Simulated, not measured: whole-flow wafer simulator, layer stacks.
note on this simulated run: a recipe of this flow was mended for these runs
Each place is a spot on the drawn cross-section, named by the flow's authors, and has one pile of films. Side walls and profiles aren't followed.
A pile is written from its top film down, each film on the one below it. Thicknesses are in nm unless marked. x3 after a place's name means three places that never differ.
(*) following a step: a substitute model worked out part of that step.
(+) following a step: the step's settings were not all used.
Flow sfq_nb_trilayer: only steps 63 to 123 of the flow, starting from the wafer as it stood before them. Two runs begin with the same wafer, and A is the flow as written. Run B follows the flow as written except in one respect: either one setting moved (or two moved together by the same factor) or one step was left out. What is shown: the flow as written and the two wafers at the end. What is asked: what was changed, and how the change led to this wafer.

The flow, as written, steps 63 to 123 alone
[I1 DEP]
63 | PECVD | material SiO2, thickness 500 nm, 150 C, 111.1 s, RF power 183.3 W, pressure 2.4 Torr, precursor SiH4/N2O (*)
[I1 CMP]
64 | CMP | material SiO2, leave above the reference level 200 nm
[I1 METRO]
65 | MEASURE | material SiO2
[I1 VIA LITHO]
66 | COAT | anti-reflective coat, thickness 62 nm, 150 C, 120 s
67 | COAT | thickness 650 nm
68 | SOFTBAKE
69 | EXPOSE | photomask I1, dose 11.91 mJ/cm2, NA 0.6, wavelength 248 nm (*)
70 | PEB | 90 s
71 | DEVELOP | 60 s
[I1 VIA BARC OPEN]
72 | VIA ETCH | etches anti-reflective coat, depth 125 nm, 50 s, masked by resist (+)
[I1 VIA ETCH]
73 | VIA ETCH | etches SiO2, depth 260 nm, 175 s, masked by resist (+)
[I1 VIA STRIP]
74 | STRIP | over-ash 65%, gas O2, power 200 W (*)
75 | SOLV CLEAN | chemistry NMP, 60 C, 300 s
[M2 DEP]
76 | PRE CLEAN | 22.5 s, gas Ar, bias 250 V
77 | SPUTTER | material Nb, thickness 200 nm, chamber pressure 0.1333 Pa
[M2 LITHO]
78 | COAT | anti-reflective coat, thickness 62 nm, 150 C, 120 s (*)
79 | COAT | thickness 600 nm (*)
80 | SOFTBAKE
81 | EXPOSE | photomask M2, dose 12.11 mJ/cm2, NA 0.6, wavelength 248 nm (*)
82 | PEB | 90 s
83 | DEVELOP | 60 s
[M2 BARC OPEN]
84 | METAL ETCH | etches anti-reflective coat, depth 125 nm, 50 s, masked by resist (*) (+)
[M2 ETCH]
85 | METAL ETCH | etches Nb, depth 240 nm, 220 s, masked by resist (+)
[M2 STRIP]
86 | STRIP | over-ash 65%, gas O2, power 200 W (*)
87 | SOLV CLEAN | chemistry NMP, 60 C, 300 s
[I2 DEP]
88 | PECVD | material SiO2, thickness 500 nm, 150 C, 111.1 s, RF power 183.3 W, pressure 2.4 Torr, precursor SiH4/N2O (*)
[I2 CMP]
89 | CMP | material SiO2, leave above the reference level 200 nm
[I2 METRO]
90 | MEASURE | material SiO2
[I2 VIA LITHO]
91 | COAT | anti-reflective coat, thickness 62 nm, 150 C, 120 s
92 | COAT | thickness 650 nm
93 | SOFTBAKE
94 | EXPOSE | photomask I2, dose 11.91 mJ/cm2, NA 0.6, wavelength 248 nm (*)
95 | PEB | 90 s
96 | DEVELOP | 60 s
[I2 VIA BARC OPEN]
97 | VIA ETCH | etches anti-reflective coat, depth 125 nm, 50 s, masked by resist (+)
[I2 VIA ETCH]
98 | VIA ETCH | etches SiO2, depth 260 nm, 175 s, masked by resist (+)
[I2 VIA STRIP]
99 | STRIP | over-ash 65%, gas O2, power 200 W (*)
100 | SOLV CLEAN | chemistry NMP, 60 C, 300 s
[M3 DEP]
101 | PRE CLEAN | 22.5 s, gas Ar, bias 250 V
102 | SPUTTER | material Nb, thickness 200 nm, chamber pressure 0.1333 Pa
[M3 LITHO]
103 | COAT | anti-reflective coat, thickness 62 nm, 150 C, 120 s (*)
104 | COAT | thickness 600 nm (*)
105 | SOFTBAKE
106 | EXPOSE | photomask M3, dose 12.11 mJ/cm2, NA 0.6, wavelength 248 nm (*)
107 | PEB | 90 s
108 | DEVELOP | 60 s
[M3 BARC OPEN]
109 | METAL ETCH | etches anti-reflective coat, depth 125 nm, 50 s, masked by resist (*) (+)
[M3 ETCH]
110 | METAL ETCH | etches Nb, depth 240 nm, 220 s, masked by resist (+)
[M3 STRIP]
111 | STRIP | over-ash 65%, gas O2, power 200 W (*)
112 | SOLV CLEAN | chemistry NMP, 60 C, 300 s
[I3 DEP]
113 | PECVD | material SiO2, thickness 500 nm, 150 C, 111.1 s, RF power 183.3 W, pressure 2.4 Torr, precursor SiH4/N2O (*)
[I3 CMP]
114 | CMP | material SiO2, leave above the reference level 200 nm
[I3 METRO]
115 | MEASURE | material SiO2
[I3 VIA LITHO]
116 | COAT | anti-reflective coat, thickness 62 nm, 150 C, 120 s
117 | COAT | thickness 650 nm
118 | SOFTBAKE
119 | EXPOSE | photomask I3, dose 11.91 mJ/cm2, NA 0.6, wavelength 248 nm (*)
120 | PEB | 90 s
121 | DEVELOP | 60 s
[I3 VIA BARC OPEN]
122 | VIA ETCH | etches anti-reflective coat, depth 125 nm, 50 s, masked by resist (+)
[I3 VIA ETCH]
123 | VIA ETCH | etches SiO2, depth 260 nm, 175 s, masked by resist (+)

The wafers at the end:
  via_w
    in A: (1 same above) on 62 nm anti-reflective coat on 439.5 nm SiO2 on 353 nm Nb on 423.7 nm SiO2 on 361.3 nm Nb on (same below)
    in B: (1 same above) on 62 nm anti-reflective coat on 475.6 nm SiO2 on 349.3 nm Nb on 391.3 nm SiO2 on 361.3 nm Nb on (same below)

The reason: step 63, PECVD: 77.78 s was run, though the flow has 111.1 s.

How this came from the change, step by step:
  63 | PECVD | material SiO2, thickness 500 nm, 150 C, 111.1 s, RF power 183.3 W, pressure 2.4 Torr, precursor SiH4/N2O (*)
      field_l, be, be_sur and 72 more: A +500 SiO2 | B +350.1 SiO2
      v_sur, via_wl, via_wr and 20 more: A +500 SiO2 (new film) | B +350.1 SiO2 (new film)
      (also at 8 further places)
  64 | CMP | material SiO2, leave above the reference level 200 nm
      field_l, be, be_sur and 72 more: A -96 SiO2 | B nothing
      lsp_m, ln_m6, lsp_r, l0_sur, l0v: A -90.8 SiO2 | B nothing
      (also at 26 further places)
  66 | COAT | anti-reflective coat, thickness 62 nm, 150 C, 120 s
      m0r_line_l x3, m0r_line_r x3: A +62 anti-reflective coat (new film) | B +70.9 anti-reflective coat (new film)
      m0r_space_l, m0r_space_r, m6r_space_l x2, m6r_space_r x2: A +62 anti-reflective coat (new film) | B +77.3 anti-reflective coat (new film)
      (also at 57 further places)
  67 | COAT | thickness 650 nm
      via_sp: A +650 KrF-resist-other-grade (new film) | B +635 KrF-resist-other-grade (new film)
      via_v: A +650 KrF-resist-other-grade (new film) | B +631.2 KrF-resist-other-grade (new film)
      (also at 5 further places)
  71 | DEVELOP | 60 s
      via_v: A -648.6 KrF-resist-other-grade (all of it) | B -629.8 KrF-resist-other-grade (all of it)
  72 | VIA ETCH | etches anti-reflective coat, depth 125 nm, 50 s, masked by resist (+)
      via_v: A -62 anti-reflective coat (all of it), -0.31 SiO2 | B -59.2 anti-reflective coat (all of it), -0.33 SiO2
  74 | STRIP | over-ash 65%, gas O2, power 200 W (*)
      m0r_line_l x3, m0r_line_r x3: A -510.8 KrF-resist-other-grade (all of it), -62 anti-reflective coat (all of it) | B -517.7 KrF-resist-other-grade (all of it), -70.9 anti-reflective coat (all of it)
      m0r_space_l, m0r_space_r, m6r_space_l x2, m6r_space_r x2: A -510.8 KrF-resist-other-grade (all of it), -62 anti-reflective coat (all of it) | B -512.4 KrF-resist-other-grade (all of it), -77.3 anti-reflective coat (all of it)
      (also at 57 further places)
  78 | COAT | anti-reflective coat, thickness 62 nm, 150 C, 120 s (*)
      m0r_line_l x3, m0r_line_r x3: A +62 anti-reflective coat (new film) | B +69.2 anti-reflective coat (new film)
      wl_j_sr, wl_a_m6, wl_b_m5: A +62 anti-reflective coat (new film) | B +60.7 anti-reflective coat (new film)
      (also at 61 further places)
  79 | COAT | thickness 600 nm (*)
      via_wr: A +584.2 KrF-resist-other-grade (new film) | B +571.3 KrF-resist-other-grade (new film)
      via_sp: A +600.7 KrF-resist-other-grade (new film) | B +583.4 KrF-resist-other-grade (new film)
      (also at 6 further places)
  83 | DEVELOP | 60 s
      wl_f_m6: A -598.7 KrF-resist-other-grade (all of it) | B -613.7 KrF-resist-other-grade (all of it)
      wl_f_sr: A -598.7 KrF-resist-other-grade (all of it) | B -613.5 KrF-resist-other-grade (all of it)
      (also at 2 further places)
  84 | METAL ETCH | etches anti-reflective coat, depth 125 nm, 50 s, masked by resist (*) (+)
      m0r_line_l x3, m0r_line_r x3: A -62 anti-reflective coat (all of it) | B -69.2 anti-reflective coat (all of it)
      m0r_space_l, m6r_space_l x2: A -62 anti-reflective coat (all of it) | B -75.2 anti-reflective coat (all of it)
      (also at 45 further places)
  86 | STRIP | over-ash 65%, gas O2, power 200 W (*)
      v_sur: A -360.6 KrF-resist-other-grade (all of it), -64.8 anti-reflective coat (all of it) | B -356.9 KrF-resist-other-grade (all of it), -37.9 anti-reflective coat (all of it)
      via_wl: A -357.4 KrF-resist-other-grade (all of it), -67.7 anti-reflective coat (all of it) | B -348.6 KrF-resist-other-grade (all of it), -48.5 anti-reflective coat (all of it)
      (also at 16 further places)
  89 | CMP | material SiO2, leave above the reference level 200 nm
      field_l, be, be_sur and 74 more: A -96 SiO2 | B -42.1 SiO2
      lsp_m, ln_m6, lsp_r, l0_sur, l0v: A -96 SiO2 | B -38.6 SiO2
      (also at 1 further place)
  98 | VIA ETCH | etches SiO2, depth 260 nm, 175 s, masked by resist (+)
      via_w: A -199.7 SiO2 (all of it), -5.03 Nb | B -232.1 SiO2 (all of it), -2.33 Nb
  102 | SPUTTER | material Nb, thickness 200 nm, chamber pressure 0.1333 Pa
      via_w: A +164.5 Nb | B +158.1 Nb
  103 | COAT | anti-reflective coat, thickness 62 nm, 150 C, 120 s (*)
      via_w: A +126.8 anti-reflective coat (new film) | B +133.2 anti-reflective coat (new film)
  ... 2 further steps ...
  113 | PECVD | material SiO2, thickness 500 nm, 150 C, 111.1 s, RF power 183.3 W, pressure 2.4 Torr, precursor SiH4/N2O (*)
      via_w: A +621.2 SiO2 (new film) | B +657.2 SiO2 (new film)
